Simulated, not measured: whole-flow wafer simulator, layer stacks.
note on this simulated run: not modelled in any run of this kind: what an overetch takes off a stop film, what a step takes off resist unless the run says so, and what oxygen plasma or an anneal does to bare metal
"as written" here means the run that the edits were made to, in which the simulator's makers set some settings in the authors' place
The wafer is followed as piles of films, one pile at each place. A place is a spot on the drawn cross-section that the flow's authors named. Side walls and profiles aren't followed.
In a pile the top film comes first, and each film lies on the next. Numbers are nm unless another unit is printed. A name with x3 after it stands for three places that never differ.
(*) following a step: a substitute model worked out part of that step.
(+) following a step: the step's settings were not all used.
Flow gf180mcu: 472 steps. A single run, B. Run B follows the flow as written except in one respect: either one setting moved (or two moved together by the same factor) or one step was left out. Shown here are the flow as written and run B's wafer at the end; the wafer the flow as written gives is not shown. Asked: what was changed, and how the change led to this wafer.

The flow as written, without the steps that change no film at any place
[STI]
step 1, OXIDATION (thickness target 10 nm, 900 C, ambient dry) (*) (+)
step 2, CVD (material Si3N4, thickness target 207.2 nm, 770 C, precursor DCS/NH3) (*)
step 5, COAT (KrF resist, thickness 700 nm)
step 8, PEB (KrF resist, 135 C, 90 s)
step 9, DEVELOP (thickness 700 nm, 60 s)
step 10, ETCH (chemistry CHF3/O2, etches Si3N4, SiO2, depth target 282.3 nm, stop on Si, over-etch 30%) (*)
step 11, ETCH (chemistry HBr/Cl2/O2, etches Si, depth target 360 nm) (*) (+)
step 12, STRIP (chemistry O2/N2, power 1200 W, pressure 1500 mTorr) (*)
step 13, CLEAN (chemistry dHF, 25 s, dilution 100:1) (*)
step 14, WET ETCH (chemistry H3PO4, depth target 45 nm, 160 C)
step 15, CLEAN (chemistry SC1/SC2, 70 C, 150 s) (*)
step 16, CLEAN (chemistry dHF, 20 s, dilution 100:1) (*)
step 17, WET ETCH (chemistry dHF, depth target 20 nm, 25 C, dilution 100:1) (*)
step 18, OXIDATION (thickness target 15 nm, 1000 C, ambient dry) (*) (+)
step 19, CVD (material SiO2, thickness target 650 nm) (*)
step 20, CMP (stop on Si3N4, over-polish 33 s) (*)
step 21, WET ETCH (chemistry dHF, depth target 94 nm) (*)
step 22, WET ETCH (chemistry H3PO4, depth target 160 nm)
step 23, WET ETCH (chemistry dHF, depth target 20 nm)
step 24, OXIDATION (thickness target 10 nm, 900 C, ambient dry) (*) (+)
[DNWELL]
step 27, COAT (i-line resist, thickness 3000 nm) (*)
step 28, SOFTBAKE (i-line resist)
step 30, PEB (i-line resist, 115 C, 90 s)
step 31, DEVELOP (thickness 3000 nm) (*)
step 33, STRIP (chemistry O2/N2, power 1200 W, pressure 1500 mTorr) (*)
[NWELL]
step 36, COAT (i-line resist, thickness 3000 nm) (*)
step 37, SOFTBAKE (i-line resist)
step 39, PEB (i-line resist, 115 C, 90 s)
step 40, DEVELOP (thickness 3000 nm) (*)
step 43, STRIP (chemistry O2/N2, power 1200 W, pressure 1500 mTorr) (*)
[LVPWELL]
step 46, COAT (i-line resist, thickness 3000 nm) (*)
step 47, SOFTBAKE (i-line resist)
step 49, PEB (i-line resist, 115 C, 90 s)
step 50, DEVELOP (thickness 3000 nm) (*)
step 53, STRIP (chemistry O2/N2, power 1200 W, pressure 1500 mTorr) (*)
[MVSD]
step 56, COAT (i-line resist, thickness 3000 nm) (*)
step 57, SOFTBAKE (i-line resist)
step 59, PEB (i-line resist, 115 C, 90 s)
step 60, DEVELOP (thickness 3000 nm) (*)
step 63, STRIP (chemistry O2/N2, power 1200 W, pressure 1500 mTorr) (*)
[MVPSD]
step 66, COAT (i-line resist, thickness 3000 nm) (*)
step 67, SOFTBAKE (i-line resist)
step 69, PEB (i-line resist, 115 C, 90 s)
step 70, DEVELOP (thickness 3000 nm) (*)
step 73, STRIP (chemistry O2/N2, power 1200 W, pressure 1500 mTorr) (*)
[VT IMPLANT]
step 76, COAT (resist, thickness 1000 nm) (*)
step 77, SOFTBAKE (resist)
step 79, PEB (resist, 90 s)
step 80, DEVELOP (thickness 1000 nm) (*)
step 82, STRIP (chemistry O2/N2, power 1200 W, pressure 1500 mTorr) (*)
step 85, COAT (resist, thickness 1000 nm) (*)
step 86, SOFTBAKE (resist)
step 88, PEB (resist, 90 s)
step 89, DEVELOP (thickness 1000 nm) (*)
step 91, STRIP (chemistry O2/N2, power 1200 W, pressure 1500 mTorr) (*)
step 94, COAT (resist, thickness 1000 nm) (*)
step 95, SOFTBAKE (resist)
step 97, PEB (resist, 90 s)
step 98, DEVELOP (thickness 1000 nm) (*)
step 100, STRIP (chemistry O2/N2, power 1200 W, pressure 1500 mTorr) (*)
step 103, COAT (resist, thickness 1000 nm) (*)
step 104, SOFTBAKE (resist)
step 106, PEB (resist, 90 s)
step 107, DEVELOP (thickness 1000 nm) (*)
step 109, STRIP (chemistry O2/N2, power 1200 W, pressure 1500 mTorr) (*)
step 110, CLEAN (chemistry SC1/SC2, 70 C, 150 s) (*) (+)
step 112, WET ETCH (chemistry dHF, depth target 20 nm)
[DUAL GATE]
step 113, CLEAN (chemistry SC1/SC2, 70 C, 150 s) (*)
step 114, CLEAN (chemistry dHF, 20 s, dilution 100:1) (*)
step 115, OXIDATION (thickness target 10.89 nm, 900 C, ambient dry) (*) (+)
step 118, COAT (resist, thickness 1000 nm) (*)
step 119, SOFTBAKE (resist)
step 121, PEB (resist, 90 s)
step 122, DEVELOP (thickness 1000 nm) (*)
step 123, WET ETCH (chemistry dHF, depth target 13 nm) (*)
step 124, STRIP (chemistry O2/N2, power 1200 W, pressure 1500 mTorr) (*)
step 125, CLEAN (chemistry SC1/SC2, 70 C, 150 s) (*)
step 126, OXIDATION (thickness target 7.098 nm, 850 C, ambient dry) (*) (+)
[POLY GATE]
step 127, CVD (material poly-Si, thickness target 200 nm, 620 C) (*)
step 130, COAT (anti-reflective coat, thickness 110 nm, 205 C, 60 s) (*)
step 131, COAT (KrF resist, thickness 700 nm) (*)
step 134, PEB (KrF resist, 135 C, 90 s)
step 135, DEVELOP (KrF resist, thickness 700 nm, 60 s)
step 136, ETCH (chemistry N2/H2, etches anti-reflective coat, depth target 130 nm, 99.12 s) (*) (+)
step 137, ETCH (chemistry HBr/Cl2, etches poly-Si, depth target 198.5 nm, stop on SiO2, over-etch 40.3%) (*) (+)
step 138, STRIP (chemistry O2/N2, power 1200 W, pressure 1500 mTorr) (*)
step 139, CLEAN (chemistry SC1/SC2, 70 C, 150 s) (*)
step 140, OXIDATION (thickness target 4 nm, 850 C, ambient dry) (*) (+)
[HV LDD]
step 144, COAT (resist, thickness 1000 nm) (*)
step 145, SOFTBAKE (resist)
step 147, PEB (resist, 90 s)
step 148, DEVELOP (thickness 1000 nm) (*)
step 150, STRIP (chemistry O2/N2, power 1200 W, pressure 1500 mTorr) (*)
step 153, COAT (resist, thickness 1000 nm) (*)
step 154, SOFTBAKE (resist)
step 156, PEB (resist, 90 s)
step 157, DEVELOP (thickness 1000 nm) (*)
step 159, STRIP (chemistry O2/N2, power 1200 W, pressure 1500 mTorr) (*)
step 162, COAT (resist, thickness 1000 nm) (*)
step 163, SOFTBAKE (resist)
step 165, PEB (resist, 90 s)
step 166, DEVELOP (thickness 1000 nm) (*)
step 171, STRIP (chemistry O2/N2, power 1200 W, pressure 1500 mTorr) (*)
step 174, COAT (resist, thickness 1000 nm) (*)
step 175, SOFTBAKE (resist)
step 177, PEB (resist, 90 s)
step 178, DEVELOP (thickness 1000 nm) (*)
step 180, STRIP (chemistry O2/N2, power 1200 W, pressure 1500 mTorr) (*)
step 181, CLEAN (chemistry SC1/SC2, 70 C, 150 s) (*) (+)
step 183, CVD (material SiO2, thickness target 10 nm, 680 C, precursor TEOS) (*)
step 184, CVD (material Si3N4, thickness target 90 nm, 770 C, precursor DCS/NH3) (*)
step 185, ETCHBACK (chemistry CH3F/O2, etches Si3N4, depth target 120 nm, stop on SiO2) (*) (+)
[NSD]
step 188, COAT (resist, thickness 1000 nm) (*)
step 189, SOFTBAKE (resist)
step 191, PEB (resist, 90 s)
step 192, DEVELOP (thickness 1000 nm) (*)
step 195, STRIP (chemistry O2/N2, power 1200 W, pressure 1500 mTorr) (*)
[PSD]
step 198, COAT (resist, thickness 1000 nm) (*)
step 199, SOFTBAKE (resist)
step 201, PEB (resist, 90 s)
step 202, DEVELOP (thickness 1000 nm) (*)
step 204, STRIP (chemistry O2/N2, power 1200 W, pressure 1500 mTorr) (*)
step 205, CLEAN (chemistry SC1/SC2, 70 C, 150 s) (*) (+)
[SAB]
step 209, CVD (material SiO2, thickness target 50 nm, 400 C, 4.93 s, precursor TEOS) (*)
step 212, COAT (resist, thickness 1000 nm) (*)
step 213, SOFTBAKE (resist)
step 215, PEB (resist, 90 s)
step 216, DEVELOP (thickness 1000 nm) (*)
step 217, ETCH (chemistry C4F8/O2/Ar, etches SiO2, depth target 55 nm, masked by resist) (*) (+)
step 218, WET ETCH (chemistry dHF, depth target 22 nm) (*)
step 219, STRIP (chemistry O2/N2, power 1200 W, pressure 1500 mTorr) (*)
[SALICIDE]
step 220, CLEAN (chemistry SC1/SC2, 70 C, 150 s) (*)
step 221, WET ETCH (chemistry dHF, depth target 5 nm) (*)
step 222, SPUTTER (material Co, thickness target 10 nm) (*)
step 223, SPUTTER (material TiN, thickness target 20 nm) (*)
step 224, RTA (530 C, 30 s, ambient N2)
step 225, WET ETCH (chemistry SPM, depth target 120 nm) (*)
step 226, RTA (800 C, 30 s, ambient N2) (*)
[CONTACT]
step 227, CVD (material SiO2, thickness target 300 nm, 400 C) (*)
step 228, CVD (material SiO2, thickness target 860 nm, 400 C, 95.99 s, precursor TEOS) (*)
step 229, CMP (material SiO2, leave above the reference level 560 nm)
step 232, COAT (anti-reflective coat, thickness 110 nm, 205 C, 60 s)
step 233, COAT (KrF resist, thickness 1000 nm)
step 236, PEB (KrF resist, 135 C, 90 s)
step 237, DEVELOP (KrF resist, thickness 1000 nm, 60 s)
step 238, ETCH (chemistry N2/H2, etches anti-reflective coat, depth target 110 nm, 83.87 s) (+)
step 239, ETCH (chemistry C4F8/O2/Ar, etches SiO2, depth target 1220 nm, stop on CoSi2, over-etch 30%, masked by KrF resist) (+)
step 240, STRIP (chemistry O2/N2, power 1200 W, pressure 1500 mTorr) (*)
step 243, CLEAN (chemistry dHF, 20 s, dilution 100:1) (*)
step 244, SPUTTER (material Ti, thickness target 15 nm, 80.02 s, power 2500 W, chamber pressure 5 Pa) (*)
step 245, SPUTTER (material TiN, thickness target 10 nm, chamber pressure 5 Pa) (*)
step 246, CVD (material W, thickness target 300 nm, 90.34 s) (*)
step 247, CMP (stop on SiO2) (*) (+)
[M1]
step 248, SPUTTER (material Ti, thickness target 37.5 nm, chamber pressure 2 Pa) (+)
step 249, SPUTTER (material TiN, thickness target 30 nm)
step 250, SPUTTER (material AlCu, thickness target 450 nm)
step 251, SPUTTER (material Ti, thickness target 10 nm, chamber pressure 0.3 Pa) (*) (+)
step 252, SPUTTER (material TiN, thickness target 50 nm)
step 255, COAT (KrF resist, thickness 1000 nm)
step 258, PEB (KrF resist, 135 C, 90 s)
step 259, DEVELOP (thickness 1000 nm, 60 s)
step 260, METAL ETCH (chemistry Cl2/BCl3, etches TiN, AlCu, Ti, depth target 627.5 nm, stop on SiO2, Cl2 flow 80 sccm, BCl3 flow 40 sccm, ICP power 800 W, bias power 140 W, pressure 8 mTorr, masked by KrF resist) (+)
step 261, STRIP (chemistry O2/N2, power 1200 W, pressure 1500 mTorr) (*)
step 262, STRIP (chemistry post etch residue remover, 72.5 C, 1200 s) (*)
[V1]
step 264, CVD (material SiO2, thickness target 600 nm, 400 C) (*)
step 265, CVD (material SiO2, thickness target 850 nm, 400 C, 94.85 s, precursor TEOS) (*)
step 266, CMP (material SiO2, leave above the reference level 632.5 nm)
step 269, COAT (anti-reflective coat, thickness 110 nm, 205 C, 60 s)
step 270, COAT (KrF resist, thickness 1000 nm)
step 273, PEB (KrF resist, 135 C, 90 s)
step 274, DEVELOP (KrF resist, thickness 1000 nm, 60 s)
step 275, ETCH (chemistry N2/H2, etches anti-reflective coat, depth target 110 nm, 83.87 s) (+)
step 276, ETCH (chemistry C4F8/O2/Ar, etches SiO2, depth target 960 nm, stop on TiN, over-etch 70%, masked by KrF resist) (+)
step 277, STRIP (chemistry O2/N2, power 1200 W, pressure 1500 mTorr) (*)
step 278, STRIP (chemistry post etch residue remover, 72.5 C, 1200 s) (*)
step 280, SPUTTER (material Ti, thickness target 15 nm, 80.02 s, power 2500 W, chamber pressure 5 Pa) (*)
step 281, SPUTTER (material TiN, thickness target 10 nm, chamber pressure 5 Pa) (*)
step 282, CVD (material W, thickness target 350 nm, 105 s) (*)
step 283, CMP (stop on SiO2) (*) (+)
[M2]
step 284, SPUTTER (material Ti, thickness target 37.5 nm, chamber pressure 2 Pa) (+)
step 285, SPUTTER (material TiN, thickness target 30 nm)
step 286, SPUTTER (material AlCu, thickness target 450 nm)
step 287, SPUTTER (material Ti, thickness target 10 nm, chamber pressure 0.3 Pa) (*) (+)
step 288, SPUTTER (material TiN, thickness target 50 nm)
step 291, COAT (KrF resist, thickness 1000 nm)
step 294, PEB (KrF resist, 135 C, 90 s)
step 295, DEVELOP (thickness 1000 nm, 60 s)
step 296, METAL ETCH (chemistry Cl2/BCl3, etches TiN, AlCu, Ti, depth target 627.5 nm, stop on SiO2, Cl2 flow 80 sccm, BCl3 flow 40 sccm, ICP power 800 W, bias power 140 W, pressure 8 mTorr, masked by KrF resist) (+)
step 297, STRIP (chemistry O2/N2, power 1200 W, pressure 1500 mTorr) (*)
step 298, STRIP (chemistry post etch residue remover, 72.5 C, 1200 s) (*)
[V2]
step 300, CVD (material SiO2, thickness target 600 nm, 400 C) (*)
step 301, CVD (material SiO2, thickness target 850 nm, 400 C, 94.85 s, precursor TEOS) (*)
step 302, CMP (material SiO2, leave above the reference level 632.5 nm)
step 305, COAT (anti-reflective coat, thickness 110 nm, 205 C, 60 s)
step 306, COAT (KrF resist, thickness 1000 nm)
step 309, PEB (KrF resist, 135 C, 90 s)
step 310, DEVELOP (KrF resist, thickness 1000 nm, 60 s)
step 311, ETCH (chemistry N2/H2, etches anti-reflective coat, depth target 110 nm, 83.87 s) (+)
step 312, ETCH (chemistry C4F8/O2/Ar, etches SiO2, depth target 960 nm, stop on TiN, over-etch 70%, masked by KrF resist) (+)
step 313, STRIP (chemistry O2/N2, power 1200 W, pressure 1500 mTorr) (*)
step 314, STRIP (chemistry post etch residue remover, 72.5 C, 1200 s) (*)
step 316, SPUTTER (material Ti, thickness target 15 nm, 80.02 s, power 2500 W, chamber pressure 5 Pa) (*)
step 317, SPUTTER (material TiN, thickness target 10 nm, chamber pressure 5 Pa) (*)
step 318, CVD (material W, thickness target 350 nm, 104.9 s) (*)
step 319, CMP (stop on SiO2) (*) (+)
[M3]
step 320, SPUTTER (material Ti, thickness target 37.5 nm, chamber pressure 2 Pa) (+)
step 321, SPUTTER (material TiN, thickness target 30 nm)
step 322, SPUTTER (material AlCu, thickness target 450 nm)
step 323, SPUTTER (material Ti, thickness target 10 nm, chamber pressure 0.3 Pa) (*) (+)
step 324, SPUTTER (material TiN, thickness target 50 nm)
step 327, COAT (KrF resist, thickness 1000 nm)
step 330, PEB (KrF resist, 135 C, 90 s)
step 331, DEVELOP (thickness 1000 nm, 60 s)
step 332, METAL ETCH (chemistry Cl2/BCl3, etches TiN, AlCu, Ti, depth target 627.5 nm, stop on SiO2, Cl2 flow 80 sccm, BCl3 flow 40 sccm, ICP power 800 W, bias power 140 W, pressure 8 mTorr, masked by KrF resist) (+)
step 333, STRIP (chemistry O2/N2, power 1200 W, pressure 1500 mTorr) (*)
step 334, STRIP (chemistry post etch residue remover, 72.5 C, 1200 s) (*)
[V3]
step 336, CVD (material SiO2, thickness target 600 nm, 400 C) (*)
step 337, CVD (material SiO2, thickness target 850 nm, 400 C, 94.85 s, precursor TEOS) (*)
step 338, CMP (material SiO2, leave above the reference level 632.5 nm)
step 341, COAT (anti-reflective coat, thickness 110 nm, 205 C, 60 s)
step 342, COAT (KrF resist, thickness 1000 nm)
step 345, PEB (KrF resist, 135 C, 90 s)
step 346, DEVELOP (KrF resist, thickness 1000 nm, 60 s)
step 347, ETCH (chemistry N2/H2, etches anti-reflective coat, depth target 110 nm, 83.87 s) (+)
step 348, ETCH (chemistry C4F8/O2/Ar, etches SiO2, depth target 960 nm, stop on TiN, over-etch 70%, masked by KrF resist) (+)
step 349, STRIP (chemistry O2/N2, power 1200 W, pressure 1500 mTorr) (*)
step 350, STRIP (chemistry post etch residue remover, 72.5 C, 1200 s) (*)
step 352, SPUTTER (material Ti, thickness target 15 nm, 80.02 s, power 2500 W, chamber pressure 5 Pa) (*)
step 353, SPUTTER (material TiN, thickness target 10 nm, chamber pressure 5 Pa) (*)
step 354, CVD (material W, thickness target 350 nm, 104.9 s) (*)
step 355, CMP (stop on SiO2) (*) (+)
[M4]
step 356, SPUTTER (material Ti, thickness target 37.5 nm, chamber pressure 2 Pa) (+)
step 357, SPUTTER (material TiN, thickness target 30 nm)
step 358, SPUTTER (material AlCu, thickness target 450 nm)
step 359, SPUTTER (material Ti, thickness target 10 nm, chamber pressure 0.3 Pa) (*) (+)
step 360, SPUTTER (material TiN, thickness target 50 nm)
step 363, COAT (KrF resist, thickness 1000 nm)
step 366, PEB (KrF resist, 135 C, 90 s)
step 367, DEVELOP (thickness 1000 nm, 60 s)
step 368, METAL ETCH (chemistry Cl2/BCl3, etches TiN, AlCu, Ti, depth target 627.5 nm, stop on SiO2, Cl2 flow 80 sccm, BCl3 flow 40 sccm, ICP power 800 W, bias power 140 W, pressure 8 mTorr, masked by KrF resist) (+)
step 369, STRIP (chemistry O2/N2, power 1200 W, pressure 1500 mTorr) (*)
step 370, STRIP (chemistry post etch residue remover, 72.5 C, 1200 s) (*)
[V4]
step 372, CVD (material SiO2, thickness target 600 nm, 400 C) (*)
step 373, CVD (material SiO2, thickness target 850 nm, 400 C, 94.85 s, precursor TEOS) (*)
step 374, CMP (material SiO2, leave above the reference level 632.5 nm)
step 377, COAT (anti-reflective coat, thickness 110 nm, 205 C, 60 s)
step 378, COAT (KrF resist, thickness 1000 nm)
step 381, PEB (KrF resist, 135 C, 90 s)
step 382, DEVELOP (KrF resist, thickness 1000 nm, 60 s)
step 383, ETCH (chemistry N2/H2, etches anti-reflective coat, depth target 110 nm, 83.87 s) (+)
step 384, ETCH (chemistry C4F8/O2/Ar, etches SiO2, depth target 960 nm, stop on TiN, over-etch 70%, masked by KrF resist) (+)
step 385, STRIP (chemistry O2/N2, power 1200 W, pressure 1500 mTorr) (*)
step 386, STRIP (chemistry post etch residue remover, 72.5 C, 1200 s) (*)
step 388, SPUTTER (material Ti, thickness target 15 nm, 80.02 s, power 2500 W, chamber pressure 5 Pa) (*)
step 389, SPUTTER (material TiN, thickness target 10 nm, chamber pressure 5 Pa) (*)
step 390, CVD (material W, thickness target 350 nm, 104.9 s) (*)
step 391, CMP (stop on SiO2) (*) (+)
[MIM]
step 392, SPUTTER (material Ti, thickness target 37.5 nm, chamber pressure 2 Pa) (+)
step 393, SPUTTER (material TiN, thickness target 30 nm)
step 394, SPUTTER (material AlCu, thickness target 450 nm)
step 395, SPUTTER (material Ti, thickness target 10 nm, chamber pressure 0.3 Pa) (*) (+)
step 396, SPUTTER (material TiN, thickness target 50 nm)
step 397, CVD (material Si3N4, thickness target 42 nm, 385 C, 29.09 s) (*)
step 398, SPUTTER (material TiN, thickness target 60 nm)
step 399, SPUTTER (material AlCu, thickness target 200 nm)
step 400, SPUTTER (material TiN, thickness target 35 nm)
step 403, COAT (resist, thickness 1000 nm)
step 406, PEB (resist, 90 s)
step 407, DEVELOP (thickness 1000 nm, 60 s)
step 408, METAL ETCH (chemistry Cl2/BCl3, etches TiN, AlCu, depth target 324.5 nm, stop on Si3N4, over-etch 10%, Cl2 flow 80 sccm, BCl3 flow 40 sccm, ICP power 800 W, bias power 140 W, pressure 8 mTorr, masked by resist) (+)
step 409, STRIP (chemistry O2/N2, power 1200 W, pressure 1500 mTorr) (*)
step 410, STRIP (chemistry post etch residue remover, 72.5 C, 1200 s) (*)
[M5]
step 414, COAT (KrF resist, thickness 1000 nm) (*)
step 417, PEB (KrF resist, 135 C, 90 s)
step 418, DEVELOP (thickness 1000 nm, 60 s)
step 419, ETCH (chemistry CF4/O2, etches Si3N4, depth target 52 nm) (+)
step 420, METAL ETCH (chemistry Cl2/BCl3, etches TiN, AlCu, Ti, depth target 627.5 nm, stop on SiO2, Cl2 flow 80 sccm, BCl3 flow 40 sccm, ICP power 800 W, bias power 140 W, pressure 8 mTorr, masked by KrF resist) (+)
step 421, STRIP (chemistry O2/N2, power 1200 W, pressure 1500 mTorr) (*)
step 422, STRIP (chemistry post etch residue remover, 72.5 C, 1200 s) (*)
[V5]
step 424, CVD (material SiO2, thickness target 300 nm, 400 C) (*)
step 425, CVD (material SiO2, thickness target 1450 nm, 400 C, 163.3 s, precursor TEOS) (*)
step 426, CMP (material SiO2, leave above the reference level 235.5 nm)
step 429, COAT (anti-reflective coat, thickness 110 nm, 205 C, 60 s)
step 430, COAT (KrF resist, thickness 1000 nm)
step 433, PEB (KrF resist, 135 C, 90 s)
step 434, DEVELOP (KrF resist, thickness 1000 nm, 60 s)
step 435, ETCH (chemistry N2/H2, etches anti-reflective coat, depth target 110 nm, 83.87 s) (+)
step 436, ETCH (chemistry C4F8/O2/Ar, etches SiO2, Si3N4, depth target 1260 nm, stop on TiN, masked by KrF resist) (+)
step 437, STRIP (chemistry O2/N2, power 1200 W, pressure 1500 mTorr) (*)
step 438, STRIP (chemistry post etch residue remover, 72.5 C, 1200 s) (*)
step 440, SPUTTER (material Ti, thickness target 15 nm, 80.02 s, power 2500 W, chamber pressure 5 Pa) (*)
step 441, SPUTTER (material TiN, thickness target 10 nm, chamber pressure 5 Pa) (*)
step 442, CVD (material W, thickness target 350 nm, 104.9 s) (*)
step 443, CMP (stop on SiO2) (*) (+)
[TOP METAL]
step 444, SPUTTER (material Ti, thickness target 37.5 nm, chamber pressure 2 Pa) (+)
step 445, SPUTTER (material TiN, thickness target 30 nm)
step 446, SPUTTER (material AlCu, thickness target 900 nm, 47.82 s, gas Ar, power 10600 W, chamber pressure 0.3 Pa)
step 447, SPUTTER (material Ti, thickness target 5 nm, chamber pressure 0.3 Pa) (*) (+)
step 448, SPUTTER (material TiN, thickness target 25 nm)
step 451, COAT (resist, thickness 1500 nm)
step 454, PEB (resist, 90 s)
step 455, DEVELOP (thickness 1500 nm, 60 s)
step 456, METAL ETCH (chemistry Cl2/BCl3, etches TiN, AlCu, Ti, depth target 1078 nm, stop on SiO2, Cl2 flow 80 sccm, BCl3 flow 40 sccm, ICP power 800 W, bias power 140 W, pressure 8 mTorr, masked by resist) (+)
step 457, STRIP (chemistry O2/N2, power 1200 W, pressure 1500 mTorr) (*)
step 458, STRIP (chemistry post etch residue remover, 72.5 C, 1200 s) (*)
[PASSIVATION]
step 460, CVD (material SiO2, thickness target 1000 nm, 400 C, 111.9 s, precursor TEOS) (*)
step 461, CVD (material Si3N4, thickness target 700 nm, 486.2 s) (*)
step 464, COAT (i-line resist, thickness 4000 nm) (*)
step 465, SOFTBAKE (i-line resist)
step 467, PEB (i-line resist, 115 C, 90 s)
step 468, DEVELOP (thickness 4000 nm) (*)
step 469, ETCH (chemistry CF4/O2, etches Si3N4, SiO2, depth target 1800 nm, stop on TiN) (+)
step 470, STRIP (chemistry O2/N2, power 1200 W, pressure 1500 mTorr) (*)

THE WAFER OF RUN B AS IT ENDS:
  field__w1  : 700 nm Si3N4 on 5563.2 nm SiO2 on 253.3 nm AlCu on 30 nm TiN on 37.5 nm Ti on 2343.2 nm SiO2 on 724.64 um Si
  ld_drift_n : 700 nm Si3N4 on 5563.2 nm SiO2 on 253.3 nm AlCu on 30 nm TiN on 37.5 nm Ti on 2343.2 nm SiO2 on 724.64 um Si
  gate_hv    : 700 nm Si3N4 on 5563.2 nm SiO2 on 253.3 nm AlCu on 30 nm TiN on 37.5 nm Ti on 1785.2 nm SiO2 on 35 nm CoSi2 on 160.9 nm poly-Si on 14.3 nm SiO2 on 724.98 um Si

Cause: step 296, METAL ETCH: depth target 251 nm was run, whereas the flow has depth target 627.5 nm.

How this came from the change, step by step:
  step 296, METAL ETCH (chemistry Cl2/BCl3, etches TiN, AlCu, Ti, depth target 627.5 nm, stop on SiO2, Cl2 flow 80 sccm, BCl3 flow 40 sccm, ICP power 800 W, bias power 140 W, pressure 8 mTorr, masked by KrF resist) (+)
      field, field__w1, field__w2 and 103 more: -50 TiN (all of it), -10 Ti (all of it), -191 AlCu (it would be, as written: -50 TiN (all of it), -10 Ti (all of it), -450 AlCu (all of it), -30 TiN (all of it), -37.5 Ti (all of it))
      field__w8, contact, m1, m1__w1, m1_nw: -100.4 KrF resist (it would be, as written: -251 KrF resist)
  step 297, STRIP (chemistry O2/N2, power 1200 W, pressure 1500 mTorr) (*)
      field__w8, contact, m1, m1__w1, m1_nw: -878 KrF resist (all of it) (it would be, as written: -727.4 KrF resist (all of it))
  step 298, STRIP (chemistry post etch residue remover, 72.5 C, 1200 s) (*)
      field, field__w1, field__w2 and 103 more: -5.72 AlCu (it would be, as written: nothing)
  step 300, CVD (material SiO2, thickness target 600 nm, 400 C) (*)
      field, field__w1, field__w2 and 103 more: +600 SiO2 (new film) (it would be, as written: +600 SiO2)
  step 302, CMP (material SiO2, leave above the reference level 632.5 nm)
      field, field__w1, field__w2 and 103 more: -620.8 SiO2 (it would be, as written: -300 SiO2)
Taking metal films that touch as one body, field__w1 has 1 body; the flow as written gives 0 bodies.
Taking metal films that touch as one body, ld_drift_n has 1 body; the flow as written gives 0 bodies.
Taking metal films that touch as one body, gate_hv has 2 bodies (between them, from the top down: SiO2 1785.2); the flow as written gives 1 body.
